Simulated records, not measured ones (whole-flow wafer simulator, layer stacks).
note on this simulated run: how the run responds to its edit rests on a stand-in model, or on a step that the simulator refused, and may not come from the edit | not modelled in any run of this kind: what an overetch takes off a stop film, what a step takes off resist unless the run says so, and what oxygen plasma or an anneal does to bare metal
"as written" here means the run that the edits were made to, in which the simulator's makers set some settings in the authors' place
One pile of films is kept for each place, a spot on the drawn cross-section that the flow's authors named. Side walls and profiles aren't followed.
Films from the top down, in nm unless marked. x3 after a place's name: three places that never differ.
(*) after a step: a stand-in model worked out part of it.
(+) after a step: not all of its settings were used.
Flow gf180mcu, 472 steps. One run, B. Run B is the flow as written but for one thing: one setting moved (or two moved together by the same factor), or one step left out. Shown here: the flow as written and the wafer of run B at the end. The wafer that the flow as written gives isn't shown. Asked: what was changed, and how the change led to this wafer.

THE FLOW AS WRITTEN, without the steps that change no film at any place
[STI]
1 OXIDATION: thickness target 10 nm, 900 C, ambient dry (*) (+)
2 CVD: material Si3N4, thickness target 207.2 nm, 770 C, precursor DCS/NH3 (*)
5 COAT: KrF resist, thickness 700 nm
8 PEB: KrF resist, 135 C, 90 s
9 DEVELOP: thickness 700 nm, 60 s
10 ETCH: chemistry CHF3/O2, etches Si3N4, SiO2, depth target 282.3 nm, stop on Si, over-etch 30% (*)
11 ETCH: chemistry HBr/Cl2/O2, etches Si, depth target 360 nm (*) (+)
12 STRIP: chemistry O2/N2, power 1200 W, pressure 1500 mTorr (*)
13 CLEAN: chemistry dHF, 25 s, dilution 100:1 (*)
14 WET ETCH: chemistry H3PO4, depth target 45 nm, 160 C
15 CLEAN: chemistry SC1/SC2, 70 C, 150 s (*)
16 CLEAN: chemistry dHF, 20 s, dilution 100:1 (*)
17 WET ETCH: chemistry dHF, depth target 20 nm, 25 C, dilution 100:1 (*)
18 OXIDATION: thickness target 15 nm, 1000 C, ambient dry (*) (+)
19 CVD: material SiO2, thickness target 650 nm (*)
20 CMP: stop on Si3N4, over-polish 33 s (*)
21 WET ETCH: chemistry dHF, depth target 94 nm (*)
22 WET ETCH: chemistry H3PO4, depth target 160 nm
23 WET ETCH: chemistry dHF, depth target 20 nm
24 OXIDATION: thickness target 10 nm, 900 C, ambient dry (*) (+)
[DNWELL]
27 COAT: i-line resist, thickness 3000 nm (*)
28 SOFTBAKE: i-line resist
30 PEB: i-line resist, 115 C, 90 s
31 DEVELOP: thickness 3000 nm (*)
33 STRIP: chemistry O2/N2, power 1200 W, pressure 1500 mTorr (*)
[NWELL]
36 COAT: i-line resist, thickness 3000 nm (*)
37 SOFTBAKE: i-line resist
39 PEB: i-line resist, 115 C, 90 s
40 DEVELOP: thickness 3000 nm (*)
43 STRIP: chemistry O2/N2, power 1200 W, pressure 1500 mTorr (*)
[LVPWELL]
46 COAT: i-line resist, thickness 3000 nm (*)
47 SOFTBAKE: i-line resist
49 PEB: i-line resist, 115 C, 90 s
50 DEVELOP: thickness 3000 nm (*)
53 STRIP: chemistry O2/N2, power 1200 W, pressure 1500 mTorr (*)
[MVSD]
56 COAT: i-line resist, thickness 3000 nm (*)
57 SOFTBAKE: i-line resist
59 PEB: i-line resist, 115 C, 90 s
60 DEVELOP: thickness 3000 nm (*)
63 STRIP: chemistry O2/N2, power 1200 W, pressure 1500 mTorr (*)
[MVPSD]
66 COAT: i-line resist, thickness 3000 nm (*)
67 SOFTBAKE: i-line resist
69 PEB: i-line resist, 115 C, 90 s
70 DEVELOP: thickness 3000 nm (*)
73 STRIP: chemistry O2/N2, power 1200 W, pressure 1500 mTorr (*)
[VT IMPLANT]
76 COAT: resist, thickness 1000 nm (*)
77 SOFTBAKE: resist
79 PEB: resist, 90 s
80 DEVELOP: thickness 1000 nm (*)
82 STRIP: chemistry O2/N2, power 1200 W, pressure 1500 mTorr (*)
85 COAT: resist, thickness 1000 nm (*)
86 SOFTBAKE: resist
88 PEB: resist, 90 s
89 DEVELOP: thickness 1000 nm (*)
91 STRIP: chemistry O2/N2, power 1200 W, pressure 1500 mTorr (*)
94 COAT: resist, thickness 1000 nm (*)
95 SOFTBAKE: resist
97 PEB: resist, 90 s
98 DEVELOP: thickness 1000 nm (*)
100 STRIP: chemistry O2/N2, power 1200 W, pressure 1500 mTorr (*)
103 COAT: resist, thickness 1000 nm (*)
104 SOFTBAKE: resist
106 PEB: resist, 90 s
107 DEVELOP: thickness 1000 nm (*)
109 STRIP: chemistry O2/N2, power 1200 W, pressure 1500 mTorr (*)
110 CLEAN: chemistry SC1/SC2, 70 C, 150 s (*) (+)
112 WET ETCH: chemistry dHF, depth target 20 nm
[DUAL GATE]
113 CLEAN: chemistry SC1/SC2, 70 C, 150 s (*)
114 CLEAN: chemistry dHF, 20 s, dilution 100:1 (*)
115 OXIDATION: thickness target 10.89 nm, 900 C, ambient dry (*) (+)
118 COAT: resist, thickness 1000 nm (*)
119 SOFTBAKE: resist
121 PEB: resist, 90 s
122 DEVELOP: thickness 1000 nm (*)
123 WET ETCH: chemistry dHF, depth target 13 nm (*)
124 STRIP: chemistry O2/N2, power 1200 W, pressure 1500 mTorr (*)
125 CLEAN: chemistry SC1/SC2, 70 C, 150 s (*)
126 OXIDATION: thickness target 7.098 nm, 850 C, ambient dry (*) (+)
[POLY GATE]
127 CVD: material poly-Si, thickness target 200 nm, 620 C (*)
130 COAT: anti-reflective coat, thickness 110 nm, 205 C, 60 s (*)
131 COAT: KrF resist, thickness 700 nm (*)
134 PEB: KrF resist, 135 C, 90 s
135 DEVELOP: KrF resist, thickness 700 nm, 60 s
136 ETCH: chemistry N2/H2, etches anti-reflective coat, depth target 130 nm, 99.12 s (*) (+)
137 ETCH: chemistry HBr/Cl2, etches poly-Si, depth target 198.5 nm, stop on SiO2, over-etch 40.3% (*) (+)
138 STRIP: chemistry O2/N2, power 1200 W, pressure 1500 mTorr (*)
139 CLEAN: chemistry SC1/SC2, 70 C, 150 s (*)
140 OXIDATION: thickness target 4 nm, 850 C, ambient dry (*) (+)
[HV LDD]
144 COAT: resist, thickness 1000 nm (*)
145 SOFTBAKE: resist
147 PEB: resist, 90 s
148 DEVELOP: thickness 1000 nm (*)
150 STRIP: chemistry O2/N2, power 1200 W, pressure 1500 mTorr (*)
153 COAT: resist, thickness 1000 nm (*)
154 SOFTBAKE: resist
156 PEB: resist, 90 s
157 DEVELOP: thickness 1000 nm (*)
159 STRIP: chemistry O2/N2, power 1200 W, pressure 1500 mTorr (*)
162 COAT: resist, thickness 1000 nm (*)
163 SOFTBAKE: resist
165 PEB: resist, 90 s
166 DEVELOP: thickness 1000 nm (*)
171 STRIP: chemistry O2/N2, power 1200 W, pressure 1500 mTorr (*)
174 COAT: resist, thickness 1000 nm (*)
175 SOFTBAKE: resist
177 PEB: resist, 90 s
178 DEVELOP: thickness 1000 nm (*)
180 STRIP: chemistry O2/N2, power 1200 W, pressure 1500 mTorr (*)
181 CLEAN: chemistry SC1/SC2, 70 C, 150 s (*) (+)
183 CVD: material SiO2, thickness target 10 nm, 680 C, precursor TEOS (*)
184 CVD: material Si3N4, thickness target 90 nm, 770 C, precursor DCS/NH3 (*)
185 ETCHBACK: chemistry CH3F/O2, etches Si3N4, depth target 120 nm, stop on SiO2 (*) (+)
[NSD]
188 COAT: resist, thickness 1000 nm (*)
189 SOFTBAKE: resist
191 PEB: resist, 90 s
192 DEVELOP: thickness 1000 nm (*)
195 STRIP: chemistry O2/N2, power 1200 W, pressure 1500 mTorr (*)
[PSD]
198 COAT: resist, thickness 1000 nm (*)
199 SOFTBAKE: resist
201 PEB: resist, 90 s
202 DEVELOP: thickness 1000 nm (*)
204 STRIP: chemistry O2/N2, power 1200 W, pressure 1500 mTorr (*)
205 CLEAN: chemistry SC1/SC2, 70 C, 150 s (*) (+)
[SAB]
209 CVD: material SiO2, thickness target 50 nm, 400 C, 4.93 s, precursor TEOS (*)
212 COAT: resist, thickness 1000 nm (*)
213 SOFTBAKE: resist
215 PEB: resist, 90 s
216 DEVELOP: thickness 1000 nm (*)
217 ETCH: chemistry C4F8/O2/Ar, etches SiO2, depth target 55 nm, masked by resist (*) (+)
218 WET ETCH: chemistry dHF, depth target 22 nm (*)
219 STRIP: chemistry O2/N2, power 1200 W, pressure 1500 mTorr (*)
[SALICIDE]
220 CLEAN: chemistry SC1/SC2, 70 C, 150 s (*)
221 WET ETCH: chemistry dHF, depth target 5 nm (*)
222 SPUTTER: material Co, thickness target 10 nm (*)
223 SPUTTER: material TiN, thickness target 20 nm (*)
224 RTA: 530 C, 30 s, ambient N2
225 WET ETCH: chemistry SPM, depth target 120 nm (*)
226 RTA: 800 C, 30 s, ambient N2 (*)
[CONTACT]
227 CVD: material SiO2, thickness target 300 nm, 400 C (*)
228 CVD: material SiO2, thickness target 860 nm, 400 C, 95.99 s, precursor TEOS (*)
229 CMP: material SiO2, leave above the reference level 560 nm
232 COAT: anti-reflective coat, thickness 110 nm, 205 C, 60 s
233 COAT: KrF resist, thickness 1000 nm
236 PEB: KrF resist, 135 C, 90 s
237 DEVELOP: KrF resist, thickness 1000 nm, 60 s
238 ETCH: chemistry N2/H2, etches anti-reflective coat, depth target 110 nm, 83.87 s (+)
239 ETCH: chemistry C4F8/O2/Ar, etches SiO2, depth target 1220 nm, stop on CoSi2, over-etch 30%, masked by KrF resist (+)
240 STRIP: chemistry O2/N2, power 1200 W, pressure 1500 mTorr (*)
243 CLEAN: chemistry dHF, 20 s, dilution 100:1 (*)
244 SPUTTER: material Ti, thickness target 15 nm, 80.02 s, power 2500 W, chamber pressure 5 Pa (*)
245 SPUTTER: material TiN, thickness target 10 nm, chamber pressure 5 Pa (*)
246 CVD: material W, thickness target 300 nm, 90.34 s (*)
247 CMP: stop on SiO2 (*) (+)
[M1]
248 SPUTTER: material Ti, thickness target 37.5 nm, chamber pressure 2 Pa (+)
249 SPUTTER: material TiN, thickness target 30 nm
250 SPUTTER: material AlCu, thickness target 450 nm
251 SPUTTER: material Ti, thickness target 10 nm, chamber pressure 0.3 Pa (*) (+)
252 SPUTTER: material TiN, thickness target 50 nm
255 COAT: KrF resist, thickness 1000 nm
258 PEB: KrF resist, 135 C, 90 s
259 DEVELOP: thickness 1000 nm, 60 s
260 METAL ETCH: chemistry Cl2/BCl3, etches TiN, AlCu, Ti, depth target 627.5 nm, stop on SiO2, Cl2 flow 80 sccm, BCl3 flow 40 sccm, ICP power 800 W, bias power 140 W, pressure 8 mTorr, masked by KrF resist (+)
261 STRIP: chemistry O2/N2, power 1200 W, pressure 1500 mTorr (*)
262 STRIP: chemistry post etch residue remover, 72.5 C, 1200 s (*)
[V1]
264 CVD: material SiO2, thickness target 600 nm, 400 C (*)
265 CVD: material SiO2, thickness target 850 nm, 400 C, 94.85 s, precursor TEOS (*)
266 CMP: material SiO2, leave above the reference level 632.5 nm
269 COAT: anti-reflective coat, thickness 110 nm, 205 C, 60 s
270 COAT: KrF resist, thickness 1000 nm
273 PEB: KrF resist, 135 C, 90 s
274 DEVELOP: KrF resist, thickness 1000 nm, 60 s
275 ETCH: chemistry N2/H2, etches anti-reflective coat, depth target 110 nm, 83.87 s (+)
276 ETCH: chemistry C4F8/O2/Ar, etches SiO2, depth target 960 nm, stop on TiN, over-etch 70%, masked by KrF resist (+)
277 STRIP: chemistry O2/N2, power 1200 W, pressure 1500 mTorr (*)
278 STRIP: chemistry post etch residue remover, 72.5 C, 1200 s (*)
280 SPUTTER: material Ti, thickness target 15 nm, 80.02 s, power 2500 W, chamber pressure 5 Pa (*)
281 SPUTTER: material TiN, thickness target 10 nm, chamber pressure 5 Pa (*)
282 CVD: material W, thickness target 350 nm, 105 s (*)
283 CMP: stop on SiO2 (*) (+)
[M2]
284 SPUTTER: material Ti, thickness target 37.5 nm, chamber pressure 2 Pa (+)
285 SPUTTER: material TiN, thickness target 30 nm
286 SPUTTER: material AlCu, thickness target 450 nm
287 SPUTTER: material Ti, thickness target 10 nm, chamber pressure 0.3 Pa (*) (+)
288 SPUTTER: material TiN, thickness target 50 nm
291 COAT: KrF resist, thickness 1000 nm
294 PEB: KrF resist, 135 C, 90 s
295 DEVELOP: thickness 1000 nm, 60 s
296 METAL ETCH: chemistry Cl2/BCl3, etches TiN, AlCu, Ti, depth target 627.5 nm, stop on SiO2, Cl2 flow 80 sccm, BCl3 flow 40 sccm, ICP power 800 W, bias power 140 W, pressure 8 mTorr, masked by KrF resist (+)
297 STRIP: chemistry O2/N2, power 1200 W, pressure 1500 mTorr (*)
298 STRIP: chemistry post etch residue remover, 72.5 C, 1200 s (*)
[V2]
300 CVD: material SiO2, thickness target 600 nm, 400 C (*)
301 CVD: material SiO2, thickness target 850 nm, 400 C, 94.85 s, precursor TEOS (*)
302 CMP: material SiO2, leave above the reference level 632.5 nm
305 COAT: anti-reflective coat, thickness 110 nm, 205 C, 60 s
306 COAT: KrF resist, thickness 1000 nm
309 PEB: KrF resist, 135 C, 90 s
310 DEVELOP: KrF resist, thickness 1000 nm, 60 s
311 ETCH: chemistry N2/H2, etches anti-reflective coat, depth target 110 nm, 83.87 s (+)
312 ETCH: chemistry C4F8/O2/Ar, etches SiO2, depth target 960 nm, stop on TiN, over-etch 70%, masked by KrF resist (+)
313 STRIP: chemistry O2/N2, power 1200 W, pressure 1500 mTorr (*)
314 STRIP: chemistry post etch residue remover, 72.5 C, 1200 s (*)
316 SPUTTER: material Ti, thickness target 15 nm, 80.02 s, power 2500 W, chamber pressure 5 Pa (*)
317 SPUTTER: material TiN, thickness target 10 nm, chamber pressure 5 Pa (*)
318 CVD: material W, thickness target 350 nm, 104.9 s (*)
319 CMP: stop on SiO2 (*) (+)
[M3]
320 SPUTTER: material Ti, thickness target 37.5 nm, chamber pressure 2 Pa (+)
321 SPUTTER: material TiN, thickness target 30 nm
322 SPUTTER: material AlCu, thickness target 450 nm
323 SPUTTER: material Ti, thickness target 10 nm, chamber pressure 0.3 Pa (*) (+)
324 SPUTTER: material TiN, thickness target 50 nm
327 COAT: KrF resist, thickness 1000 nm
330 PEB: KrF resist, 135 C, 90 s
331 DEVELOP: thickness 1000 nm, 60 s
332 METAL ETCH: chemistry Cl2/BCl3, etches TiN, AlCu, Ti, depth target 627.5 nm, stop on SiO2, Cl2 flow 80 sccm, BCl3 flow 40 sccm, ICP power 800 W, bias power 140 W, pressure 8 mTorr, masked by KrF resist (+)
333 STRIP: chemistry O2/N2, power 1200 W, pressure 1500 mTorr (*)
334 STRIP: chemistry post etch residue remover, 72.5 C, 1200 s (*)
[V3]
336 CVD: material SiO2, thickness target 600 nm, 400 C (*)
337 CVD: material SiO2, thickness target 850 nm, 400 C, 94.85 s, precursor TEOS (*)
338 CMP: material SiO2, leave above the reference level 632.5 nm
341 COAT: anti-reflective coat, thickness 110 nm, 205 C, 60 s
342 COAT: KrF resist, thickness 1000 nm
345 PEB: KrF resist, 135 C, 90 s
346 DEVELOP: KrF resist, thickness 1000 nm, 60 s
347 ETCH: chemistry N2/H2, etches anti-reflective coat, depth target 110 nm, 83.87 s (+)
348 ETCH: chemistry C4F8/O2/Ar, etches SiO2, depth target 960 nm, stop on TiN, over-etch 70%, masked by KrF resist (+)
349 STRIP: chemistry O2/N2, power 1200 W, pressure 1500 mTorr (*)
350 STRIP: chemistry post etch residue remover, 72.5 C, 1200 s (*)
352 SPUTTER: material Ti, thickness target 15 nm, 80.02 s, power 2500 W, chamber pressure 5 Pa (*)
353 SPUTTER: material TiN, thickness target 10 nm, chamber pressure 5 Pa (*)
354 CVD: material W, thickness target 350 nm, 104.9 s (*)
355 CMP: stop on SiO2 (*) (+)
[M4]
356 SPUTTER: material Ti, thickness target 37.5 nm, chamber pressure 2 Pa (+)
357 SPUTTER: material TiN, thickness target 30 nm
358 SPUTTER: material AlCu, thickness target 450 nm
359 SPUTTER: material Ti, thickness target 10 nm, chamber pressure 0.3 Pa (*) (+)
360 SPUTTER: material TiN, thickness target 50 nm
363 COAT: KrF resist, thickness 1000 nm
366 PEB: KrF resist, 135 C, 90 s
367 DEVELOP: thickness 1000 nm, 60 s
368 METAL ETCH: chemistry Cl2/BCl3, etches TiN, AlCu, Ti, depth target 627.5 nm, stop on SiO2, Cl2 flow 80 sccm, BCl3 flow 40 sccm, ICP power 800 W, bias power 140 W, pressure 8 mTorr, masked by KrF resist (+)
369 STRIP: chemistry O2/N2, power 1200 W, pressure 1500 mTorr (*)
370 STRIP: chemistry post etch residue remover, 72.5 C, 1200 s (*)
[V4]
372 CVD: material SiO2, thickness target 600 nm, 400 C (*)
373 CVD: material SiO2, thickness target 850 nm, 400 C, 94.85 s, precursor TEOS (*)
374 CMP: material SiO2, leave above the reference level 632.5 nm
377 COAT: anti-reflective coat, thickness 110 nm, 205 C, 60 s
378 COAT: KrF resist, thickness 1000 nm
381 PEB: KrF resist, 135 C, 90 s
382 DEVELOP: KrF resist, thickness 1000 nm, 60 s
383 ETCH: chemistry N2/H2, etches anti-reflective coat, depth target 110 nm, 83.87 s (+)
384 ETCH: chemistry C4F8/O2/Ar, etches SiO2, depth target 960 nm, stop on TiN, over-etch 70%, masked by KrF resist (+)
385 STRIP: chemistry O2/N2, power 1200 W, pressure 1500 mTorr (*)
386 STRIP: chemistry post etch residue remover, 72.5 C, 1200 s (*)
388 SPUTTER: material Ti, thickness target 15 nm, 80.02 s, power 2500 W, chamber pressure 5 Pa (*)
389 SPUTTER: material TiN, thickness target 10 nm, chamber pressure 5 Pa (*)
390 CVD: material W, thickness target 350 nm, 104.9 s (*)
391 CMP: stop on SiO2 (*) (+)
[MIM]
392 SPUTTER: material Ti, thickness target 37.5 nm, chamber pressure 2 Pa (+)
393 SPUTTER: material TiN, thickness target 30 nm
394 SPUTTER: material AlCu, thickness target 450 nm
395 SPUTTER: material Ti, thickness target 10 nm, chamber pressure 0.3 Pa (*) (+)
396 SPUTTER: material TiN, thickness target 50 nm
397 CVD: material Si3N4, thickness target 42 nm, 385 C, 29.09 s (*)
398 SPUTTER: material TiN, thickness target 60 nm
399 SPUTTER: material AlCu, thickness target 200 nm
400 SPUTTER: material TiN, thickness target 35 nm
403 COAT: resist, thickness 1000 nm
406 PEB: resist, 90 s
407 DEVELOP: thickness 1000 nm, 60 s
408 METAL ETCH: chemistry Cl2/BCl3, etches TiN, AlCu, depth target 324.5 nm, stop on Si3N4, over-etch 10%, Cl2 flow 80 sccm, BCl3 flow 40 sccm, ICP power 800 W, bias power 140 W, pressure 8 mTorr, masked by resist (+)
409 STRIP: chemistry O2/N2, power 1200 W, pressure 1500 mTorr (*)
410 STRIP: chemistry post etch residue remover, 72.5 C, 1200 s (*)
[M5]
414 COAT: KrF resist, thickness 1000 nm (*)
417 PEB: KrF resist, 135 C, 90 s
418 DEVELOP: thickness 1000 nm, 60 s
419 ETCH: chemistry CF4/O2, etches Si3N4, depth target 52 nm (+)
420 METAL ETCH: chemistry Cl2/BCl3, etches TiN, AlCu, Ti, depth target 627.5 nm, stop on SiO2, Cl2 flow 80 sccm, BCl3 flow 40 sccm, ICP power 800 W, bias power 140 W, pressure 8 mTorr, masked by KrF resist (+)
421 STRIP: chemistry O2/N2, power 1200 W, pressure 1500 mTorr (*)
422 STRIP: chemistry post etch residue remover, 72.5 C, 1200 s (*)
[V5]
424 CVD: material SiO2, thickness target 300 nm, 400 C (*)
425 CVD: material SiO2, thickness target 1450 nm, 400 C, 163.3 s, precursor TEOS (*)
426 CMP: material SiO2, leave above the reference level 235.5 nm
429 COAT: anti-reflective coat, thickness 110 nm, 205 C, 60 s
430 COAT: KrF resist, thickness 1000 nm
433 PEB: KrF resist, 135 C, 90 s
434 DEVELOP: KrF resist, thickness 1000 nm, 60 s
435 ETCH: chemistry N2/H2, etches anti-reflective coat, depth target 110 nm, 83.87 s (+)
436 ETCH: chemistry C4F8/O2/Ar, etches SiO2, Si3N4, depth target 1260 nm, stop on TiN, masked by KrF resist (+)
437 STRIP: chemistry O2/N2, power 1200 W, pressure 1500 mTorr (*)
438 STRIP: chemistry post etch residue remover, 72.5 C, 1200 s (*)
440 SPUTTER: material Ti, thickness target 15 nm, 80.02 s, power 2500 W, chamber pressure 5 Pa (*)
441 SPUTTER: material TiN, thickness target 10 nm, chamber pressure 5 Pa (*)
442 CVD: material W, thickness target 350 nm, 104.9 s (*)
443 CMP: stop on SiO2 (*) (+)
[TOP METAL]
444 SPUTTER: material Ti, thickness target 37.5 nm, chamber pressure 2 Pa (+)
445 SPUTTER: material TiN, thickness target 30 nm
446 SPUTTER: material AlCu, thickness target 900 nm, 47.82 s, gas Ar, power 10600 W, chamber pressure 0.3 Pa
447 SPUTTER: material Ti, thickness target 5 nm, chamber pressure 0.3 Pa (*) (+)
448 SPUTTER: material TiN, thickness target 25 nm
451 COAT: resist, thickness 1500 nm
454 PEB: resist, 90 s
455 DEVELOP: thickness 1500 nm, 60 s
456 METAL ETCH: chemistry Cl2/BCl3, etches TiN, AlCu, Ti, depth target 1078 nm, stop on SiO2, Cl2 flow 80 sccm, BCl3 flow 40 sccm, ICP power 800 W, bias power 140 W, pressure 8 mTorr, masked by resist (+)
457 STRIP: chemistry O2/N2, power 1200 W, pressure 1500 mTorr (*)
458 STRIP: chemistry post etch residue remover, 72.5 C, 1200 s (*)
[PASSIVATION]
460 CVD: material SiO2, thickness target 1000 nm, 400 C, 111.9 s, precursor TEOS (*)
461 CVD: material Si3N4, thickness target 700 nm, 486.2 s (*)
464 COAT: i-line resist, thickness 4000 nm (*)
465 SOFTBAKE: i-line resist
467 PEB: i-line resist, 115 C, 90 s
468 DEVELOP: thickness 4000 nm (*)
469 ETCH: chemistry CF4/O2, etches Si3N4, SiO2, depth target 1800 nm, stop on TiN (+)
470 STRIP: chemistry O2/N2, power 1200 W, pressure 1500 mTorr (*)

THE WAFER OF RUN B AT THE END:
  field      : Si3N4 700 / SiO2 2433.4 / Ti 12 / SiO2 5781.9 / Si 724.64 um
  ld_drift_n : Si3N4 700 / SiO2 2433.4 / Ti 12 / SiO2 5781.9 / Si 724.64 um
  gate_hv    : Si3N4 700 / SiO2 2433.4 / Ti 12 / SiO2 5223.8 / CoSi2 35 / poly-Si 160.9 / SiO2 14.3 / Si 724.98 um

The cause: step 419, ETCH: depth target 46.8 nm was run, where the flow has depth target 52 nm; step 420, METAL ETCH: depth target 564.8 nm was run, where the flow has depth target 627.5 nm.

How the change led to this, step by step:
  419 ETCH: chemistry CF4/O2, etches Si3N4, depth target 52 nm (+)
      field, field__w1, field__w2 and 101 more: Si3N4 -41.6 (all of it), TiN -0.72 (as written it would be: Si3N4 -41.6 (all of it), TiN -1.44)
      field__w4, field__w8, contact, m1, m1__w1, mim, mim_1p0, m1_nw: KrF resist -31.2 (as written it would be: KrF resist -34.7)
  420 METAL ETCH: chemistry Cl2/BCl3, etches TiN, AlCu, Ti, depth target 627.5 nm, stop on SiO2, Cl2 flow 80 sccm, BCl3 flow 40 sccm, ICP power 800 W, bias power 140 W, pressure 8 mTorr, masked by KrF resist (+)
      field, field__w1, field__w2 and 101 more: TiN -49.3 (all of it), Ti -10 (all of it), AlCu -450 (all of it), TiN -30 (all of it), Ti -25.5 (as written it would be: TiN -48.6 (all of it), Ti -10 (all of it), AlCu -450 (all of it), TiN -30 (all of it), Ti -37.5 (all of it))
      field__w4, field__w8, contact, m1, m1__w1, mim, mim_1p0, m1_nw: KrF resist -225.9 (as written it would be: KrF resist -251)
  421 STRIP: chemistry O2/N2, power 1200 W, pressure 1500 mTorr (*)
      field__w8, m1__w1: KrF resist -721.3 (all of it) (as written it would be: KrF resist -692.7 (all of it))
      contact, m1: KrF resist -721.7 (all of it) (as written it would be: KrF resist -693.2 (all of it))
      (and at 4 more places)
  424 CVD: material SiO2, thickness target 300 nm, 400 C (*)
      field, field__w1, field__w2 and 101 more: SiO2 +300 (new film) (as written it would be: SiO2 +300)
  426 CMP: material SiO2, leave above the reference level 235.5 nm
      field, field__w1, field__w5 and 92 more: SiO2 -312.8 (as written it would be: SiO2 -300.8)
      field__w2, field__w3, field__w12 and 6 more: SiO2 -285.2 (as written it would be: SiO2 -272.7)
Counting metal films that touch as one body, field has 1 body; the flow as written gives 0 bodies.
Counting metal films that touch as one body, ld_drift_n has 1 body; the flow as written gives 0 bodies.
Counting metal films that touch as one body, gate_hv has 2 bodies (between them, from the top down: SiO2 5223.8); the flow as written gives 1 body.
